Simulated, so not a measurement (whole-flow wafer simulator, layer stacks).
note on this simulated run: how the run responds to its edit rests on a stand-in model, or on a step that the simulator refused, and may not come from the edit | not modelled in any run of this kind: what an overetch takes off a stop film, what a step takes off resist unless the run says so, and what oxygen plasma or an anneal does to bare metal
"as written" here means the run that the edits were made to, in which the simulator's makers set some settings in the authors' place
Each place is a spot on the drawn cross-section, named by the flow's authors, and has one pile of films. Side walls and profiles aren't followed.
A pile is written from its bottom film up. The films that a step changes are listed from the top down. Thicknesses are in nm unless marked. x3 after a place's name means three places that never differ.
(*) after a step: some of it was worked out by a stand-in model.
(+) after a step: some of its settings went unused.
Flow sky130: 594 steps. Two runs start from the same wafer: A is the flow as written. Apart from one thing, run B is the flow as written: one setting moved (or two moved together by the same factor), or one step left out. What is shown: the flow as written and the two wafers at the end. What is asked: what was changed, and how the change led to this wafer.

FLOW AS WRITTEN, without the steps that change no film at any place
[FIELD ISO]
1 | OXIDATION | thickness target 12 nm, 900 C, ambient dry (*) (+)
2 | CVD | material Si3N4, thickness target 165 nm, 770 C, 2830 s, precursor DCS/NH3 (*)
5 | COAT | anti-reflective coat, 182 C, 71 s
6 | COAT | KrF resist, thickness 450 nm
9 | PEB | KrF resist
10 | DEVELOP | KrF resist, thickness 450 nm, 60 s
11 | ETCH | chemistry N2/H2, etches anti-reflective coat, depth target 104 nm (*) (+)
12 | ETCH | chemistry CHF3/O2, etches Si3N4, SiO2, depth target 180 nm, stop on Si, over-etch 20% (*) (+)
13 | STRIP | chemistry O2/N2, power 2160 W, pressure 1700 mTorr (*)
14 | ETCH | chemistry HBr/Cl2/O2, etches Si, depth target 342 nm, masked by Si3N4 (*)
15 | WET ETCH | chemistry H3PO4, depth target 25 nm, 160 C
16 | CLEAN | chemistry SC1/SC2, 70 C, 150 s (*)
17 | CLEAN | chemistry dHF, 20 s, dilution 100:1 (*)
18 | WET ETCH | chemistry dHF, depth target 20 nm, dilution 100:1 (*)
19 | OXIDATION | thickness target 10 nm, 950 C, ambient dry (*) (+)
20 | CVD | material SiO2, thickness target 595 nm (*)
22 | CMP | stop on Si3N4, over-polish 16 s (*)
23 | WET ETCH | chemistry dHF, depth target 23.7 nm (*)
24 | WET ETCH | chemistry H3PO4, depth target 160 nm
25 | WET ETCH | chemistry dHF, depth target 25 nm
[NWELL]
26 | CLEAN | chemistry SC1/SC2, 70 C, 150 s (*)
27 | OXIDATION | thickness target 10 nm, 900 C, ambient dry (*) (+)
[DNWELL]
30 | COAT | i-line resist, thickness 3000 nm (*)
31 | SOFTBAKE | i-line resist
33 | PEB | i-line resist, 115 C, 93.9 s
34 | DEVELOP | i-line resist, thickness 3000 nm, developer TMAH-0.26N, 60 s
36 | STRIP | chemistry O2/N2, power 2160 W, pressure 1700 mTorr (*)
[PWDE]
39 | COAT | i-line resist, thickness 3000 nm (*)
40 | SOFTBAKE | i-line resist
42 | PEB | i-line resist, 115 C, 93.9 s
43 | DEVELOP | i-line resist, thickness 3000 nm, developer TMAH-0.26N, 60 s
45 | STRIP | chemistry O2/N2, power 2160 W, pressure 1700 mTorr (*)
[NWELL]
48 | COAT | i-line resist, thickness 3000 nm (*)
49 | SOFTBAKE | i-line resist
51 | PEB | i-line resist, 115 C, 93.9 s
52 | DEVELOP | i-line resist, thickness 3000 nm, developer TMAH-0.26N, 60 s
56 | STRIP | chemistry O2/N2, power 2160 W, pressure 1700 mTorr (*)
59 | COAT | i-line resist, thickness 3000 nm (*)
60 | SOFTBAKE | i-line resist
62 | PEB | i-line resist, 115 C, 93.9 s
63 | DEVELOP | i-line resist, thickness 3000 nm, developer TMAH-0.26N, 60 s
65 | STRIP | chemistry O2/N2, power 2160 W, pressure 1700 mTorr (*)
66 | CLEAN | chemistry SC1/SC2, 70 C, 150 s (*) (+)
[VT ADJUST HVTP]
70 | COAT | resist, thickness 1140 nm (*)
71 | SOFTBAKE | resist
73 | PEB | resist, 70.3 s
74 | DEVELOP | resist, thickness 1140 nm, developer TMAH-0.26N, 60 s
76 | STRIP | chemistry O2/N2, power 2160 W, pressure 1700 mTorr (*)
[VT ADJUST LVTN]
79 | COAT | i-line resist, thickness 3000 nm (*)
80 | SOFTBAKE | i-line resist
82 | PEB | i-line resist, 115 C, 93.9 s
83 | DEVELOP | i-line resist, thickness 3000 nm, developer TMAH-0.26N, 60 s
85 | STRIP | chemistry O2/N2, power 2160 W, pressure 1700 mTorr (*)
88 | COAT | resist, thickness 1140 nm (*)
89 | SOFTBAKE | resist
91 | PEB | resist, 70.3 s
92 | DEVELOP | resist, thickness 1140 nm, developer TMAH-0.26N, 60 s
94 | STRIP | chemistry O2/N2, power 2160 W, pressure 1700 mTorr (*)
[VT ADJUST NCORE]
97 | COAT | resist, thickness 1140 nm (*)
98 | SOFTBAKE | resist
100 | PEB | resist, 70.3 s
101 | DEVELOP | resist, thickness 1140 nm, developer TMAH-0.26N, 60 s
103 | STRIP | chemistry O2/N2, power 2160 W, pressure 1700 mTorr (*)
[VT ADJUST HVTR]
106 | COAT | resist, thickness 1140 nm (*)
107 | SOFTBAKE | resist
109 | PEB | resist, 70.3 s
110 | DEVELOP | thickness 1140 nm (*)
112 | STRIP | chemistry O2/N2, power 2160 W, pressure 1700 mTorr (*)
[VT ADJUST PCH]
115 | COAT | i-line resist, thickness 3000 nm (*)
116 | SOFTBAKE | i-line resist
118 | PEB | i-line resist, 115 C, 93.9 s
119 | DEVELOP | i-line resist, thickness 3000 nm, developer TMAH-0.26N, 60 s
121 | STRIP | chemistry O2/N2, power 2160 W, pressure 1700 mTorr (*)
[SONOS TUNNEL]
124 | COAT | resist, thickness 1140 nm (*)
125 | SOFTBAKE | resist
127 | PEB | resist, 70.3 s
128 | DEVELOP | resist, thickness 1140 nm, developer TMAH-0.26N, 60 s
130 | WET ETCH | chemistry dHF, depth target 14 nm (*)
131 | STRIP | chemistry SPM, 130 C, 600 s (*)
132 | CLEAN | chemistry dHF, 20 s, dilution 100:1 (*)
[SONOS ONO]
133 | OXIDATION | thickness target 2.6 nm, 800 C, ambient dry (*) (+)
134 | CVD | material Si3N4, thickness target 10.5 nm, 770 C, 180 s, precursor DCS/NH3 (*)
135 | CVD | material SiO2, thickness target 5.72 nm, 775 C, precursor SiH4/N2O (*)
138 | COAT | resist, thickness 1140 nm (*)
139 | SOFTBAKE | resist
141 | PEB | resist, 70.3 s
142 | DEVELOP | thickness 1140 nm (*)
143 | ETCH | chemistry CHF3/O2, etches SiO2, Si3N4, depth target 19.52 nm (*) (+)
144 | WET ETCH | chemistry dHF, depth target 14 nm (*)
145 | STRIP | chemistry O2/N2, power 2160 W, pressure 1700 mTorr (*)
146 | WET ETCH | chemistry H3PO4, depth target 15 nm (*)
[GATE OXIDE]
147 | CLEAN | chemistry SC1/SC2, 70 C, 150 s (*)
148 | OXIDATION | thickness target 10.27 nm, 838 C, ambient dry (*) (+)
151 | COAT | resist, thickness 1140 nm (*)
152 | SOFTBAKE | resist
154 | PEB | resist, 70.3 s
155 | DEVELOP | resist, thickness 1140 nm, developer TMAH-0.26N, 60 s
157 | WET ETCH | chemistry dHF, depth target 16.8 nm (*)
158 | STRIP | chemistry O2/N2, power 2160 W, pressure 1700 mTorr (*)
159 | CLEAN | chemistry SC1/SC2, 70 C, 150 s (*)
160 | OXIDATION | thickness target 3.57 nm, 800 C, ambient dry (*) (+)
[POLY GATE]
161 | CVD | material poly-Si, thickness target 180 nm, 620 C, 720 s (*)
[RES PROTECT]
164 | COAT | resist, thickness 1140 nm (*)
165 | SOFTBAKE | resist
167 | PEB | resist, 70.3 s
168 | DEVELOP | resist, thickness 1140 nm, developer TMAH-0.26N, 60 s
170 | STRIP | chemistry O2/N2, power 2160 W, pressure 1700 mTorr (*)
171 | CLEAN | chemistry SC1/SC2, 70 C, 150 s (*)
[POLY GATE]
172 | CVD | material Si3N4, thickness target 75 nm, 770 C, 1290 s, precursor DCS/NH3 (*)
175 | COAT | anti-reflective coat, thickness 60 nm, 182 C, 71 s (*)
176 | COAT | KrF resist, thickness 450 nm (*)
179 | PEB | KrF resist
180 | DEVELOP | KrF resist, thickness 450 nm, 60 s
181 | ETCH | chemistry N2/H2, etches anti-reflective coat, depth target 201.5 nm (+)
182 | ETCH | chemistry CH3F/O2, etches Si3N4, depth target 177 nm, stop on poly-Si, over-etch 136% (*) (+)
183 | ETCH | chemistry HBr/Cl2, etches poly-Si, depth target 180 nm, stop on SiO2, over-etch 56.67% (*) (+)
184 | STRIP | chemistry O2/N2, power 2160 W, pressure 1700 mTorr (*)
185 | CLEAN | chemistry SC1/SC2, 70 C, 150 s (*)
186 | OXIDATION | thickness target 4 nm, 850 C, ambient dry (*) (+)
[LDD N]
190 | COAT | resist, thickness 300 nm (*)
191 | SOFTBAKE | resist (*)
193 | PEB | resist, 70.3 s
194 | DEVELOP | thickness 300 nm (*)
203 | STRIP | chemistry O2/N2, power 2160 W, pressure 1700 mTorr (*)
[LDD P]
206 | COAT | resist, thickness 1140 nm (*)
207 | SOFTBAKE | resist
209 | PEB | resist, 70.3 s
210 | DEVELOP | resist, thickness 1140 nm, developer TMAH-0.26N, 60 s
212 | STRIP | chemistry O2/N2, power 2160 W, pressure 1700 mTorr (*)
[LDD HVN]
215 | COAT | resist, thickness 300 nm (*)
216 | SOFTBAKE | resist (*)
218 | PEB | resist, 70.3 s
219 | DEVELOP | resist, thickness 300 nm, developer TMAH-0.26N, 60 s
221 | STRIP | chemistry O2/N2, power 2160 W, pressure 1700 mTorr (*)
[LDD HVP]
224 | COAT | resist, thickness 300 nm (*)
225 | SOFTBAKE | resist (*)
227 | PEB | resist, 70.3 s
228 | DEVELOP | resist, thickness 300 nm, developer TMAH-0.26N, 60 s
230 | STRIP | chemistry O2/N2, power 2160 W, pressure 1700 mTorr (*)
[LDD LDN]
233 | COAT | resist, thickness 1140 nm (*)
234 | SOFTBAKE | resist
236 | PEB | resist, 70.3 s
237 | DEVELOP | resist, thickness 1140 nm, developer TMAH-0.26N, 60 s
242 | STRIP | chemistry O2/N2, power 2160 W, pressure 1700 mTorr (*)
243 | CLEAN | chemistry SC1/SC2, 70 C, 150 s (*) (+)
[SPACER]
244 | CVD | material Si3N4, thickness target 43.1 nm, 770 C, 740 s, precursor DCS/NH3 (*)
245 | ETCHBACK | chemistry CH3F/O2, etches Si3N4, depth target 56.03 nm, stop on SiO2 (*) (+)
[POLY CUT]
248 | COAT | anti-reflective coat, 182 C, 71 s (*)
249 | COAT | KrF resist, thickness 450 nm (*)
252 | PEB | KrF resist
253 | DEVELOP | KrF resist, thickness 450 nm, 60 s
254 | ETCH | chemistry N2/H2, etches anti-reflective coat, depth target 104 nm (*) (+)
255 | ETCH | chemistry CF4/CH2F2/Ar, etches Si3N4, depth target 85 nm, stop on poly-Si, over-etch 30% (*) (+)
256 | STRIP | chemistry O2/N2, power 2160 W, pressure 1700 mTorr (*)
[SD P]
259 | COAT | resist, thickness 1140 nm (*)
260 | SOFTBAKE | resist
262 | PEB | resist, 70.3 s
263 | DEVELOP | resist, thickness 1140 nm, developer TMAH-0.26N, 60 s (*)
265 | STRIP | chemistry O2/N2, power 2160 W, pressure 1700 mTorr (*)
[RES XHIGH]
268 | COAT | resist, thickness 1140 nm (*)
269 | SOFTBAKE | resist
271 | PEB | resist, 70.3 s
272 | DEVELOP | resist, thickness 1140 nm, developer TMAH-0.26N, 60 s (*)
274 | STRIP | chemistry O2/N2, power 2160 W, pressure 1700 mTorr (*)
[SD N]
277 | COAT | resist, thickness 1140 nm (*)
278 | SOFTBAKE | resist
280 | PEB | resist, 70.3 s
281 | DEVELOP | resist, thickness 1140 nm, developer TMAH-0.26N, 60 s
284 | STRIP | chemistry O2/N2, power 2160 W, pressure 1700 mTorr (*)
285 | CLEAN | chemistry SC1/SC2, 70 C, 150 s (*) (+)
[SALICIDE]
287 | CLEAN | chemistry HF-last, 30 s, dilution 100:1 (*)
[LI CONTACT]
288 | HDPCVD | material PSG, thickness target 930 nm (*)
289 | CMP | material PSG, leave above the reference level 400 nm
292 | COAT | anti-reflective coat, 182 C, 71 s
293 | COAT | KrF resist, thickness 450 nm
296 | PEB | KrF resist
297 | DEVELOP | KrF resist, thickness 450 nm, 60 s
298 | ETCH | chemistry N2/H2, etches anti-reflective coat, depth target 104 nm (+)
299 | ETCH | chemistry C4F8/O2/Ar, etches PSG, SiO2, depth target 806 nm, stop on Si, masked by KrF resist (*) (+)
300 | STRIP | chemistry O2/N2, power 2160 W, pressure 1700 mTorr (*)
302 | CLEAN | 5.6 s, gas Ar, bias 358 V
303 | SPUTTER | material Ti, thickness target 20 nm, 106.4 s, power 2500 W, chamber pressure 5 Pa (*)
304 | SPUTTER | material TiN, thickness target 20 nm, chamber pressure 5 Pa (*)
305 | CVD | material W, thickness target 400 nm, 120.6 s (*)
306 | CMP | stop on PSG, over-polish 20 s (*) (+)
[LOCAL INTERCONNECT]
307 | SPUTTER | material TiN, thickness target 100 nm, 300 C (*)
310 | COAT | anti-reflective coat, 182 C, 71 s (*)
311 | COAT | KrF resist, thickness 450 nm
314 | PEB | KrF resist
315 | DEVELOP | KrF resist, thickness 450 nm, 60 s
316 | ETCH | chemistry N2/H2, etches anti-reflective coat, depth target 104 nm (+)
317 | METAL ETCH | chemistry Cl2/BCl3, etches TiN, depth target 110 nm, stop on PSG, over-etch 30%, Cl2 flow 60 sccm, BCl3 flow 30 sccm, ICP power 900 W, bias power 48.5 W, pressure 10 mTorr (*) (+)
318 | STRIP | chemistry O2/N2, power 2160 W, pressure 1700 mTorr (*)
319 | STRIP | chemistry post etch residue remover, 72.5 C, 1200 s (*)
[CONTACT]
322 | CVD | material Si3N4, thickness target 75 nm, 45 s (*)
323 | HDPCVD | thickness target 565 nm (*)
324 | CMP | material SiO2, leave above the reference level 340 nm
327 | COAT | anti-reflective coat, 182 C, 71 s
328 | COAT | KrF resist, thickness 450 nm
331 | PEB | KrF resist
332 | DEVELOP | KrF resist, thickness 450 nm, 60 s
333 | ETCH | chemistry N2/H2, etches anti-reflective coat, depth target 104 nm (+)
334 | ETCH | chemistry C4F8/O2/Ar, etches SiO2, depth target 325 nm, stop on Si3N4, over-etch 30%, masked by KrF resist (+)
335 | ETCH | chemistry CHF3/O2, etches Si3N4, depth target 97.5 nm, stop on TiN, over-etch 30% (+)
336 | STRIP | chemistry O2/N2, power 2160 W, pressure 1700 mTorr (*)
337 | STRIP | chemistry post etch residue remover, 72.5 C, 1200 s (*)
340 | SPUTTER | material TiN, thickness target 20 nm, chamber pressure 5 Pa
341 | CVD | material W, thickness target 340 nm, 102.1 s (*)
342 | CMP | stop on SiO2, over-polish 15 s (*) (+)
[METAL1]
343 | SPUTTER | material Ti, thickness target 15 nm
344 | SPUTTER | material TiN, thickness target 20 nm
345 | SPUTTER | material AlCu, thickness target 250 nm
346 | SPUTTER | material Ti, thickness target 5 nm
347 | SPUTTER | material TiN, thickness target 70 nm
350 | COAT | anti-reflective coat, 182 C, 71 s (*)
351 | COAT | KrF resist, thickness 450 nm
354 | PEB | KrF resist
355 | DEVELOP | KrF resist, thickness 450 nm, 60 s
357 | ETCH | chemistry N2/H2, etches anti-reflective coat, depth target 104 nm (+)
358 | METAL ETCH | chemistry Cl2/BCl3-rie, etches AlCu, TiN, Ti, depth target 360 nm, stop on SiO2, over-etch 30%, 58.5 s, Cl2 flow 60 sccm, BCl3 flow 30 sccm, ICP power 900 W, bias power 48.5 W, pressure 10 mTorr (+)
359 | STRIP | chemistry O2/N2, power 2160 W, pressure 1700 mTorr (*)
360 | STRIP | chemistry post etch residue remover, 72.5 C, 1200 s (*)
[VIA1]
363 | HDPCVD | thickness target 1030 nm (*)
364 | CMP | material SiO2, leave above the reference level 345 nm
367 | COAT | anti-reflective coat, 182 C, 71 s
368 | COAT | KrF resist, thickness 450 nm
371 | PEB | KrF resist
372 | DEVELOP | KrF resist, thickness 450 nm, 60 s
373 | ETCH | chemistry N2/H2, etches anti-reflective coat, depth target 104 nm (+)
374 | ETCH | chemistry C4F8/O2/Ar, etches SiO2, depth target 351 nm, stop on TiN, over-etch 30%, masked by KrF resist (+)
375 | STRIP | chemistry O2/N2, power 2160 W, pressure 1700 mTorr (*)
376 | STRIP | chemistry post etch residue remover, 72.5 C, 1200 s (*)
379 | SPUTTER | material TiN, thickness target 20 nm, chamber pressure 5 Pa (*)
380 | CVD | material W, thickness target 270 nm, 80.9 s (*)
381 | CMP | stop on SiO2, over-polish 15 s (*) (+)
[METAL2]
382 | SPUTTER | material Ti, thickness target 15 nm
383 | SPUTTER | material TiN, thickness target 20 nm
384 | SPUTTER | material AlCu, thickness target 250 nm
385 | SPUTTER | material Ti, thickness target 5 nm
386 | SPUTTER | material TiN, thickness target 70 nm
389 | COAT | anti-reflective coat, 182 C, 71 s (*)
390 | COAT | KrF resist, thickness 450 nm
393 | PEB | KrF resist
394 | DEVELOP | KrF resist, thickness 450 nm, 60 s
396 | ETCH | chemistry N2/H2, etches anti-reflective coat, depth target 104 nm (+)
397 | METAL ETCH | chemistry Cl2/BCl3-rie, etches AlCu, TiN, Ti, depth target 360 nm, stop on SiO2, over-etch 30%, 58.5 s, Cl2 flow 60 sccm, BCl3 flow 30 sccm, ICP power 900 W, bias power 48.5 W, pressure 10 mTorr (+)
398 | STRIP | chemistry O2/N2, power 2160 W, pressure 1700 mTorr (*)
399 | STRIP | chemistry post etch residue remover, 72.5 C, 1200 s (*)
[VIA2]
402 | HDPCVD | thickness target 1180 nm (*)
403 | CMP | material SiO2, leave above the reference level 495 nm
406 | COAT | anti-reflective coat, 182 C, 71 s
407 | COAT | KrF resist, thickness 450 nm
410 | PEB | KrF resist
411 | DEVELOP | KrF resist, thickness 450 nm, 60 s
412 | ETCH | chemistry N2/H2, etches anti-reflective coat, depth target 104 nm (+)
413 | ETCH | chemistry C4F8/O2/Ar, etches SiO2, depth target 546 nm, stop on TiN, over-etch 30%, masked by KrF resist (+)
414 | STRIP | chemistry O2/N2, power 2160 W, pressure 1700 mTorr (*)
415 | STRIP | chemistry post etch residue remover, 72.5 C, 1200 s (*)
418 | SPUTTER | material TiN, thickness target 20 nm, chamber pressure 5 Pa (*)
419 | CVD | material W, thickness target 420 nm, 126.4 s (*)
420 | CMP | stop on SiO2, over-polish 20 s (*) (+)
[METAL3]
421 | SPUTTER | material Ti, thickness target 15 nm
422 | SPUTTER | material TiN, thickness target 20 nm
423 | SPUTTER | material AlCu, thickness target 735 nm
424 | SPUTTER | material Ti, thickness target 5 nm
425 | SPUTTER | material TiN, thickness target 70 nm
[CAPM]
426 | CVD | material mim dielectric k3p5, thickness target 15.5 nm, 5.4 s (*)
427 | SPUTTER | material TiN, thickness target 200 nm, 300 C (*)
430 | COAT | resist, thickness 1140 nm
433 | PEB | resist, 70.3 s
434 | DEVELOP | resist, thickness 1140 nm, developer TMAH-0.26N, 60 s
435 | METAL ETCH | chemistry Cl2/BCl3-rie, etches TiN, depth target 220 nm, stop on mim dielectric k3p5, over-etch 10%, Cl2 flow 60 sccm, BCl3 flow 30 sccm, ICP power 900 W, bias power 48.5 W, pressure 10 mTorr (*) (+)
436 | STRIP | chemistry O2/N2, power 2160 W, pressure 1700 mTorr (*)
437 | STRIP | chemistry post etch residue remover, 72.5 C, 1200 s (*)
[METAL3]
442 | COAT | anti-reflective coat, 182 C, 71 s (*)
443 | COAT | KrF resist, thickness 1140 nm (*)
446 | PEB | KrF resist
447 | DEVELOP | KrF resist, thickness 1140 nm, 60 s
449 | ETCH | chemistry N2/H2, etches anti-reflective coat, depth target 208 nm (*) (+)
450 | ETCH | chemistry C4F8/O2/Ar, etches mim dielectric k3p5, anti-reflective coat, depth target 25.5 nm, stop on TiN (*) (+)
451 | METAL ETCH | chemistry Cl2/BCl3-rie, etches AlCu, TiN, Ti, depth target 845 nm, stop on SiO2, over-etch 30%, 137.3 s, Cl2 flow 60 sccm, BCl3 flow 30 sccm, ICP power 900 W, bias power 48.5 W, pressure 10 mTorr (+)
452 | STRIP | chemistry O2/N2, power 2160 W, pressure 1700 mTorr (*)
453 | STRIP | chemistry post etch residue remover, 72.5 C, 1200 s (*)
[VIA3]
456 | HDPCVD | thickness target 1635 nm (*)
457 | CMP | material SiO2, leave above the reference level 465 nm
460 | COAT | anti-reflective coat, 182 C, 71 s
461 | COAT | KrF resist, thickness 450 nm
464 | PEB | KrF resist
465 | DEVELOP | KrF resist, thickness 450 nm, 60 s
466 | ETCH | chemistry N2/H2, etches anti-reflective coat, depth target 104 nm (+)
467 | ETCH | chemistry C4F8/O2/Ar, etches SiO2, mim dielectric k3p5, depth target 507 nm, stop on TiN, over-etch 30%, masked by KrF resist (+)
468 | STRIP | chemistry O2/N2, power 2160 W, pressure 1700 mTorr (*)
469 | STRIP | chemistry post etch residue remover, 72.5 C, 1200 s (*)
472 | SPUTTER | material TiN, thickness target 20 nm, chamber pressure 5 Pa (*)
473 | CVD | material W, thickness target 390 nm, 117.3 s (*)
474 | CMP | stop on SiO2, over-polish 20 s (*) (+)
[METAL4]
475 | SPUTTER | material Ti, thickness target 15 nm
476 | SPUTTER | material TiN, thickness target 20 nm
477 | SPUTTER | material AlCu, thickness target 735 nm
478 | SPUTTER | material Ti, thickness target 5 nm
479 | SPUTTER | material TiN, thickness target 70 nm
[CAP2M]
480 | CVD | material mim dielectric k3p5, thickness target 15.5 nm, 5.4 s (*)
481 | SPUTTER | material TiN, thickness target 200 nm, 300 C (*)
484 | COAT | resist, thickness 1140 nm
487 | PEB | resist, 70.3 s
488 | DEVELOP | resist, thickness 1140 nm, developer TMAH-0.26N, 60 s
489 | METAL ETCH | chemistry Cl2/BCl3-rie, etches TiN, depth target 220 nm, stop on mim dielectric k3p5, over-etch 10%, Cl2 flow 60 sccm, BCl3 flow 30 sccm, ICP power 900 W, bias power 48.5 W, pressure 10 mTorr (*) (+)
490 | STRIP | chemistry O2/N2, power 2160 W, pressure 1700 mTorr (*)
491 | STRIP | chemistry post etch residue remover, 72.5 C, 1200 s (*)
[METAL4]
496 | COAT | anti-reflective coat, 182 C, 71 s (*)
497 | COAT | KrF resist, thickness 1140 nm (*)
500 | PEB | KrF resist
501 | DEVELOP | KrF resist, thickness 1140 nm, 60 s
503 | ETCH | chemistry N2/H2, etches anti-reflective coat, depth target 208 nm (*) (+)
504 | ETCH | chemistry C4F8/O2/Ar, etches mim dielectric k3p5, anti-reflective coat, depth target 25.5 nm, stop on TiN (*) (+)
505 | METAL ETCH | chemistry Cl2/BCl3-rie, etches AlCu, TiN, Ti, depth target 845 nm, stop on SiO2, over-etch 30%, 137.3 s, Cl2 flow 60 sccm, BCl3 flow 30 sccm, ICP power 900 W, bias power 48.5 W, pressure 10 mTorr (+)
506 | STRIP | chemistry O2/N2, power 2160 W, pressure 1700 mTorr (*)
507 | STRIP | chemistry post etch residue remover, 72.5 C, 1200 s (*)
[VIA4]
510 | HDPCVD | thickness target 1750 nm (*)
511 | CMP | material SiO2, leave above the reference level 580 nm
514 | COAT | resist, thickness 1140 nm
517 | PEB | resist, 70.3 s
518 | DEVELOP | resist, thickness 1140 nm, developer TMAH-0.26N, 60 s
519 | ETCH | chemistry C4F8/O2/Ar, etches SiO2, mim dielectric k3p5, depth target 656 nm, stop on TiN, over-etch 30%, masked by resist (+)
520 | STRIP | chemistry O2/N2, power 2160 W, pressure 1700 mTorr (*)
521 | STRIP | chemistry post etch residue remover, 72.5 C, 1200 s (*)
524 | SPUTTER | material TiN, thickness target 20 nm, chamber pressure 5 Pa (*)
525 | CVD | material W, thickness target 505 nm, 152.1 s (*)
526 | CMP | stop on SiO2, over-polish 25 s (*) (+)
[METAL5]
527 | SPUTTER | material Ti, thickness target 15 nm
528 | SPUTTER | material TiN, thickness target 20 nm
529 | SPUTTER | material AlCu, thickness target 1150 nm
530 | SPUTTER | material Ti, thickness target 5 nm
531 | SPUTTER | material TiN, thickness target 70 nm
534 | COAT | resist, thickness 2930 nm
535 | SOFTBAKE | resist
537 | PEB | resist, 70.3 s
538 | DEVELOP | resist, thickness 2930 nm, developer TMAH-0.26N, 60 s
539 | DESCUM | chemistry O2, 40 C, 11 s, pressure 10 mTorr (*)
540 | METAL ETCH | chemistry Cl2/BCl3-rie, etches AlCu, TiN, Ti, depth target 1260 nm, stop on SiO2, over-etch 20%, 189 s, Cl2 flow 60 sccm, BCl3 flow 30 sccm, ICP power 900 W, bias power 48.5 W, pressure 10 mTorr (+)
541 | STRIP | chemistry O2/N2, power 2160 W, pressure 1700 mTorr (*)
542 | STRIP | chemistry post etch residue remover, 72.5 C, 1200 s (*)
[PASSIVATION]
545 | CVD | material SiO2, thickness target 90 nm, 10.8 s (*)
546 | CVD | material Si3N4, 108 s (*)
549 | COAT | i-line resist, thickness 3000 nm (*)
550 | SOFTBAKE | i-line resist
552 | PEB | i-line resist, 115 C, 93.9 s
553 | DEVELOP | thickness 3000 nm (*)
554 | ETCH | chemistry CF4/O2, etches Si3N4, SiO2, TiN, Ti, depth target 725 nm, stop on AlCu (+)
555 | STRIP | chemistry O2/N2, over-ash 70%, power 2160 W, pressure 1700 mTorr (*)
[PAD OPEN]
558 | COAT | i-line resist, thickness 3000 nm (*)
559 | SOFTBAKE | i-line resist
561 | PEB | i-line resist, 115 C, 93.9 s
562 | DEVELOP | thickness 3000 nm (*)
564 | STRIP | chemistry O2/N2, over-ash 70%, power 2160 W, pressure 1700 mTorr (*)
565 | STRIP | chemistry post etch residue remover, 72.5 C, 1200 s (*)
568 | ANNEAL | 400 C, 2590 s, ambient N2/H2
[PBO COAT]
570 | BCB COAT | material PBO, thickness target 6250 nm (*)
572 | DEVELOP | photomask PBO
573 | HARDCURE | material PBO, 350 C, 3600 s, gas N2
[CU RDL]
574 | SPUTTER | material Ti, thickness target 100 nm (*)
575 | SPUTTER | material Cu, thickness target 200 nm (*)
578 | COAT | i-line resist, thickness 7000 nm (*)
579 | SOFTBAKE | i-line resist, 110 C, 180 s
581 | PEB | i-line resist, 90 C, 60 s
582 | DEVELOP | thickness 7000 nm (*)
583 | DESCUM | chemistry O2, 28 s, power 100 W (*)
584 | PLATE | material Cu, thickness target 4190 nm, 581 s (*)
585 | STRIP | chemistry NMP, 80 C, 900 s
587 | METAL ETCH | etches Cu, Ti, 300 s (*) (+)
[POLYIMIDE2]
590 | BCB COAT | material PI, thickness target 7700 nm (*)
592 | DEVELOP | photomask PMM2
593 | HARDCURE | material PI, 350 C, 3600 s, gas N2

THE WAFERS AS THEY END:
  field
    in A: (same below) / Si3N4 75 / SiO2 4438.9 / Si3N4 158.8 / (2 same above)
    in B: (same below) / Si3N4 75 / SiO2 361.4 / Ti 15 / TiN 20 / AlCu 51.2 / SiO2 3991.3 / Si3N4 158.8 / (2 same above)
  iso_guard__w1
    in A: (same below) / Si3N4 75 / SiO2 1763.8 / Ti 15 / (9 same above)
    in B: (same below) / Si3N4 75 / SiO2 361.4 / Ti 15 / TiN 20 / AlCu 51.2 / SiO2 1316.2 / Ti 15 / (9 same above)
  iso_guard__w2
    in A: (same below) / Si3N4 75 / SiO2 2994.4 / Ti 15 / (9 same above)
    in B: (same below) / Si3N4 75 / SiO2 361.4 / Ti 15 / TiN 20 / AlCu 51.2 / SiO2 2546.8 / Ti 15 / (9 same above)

What caused this: step 358, METAL ETCH: depth target 205.2 nm was run, whereas the flow has depth target 360 nm; step 358, METAL ETCH: 33.3 s was run, where the flow has 58.5 s.

How this came from the change, step by step:
  358 | METAL ETCH | chemistry Cl2/BCl3-rie, etches AlCu, TiN, Ti, depth target 360 nm, stop on SiO2, over-etch 30%, 58.5 s, Cl2 flow 60 sccm, BCl3 flow 30 sccm, ICP power 900 W, bias power 48.5 W, pressure 10 mTorr (+)
      field, active, gate and 81 more: A -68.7 TiN (all of it), -5 Ti (all of it), -250 AlCu (all of it), -20 TiN (all of it), -15 Ti (all of it), -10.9 SiO2 | B -68.7 TiN (all of it), -5 Ti (all of it), -193.1 AlCu
      n_well, p_well, gate_hv and 104 more: A -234 KrF resist | B -133.4 KrF resist
  359 | STRIP | chemistry O2/N2, power 2160 W, pressure 1700 mTorr (*)
      n_well, p_well, gate_hv and 95 more: A -143.8 KrF resist (all of it), -80 anti-reflective coat (all of it) | B -244.4 KrF resist (all of it), -80 anti-reflective coat (all of it)
      drift_dnw, nw_fld, nw_fld__w1, ndiff_licon_rim, pnp_par_nw: A -143.8 KrF resist (all of it), -80 anti-reflective coat (all of it) | B -244.5 KrF resist (all of it), -80 anti-reflective coat (all of it)
      (also at 4 further places)
  360 | STRIP | chemistry post etch residue remover, 72.5 C, 1200 s (*)
      field, active, gate and 81 more: A nothing | B -5.72 AlCu
  363 | HDPCVD | thickness target 1030 nm (*)
      field, active, gate and 81 more: A +1030 SiO2 | B +1030 SiO2 (new film)
  364 | CMP | material SiO2, leave above the reference level 345 nm
      field, active, gate and 81 more: A -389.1 SiO2 | B -486.2 SiO2
With metal films that touch counted as one body, field has 1 body; the flow as written gives 0 bodies.
With metal films that touch counted as one body, iso_guard__w1 has 2 bodies (between them, from the top down: SiO2 1316.2); the flow as written gives 1 body.
With metal films that touch counted as one body, iso_guard__w2 has 2 bodies (between them, from the top down: SiO2 2546.8); the flow as written gives 1 body.
